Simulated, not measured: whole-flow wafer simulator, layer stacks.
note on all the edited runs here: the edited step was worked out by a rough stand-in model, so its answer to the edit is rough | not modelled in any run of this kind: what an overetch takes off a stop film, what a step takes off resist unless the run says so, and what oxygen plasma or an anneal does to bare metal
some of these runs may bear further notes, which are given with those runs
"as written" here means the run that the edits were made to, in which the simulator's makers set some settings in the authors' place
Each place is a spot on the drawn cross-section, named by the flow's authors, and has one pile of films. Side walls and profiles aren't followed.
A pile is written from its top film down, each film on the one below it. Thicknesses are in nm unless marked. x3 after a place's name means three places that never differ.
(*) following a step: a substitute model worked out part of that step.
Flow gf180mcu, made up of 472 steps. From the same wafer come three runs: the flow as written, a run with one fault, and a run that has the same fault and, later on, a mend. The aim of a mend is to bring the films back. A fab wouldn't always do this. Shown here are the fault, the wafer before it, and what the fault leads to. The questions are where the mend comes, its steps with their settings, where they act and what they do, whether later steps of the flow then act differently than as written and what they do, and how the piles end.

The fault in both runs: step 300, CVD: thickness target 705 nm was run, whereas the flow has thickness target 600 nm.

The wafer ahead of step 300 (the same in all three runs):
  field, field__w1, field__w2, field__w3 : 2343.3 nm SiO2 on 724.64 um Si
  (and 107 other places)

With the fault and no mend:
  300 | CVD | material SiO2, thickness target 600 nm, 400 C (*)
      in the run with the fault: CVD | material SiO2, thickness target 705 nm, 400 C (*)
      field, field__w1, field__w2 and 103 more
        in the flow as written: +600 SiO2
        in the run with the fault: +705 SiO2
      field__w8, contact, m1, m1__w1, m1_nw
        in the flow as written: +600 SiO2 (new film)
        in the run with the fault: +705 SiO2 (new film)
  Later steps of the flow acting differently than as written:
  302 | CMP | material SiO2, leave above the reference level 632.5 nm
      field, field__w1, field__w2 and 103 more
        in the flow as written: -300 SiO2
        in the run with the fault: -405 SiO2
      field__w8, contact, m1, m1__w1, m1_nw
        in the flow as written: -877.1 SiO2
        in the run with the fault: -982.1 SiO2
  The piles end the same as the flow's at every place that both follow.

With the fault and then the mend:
  The mend follows step 300.
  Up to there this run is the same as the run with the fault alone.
  300a | WET ETCH | chemistry dHF, depth target 105 nm, 25 C, dilution 100:1 (the flow's step 17 again, with other settings)
      field, field__w1, field__w2 and 108 more
        -105 SiO2
  Later steps of the flow that are run all act as written at every place that is followed.
  The piles end the same as the flow's at every place that both follow.
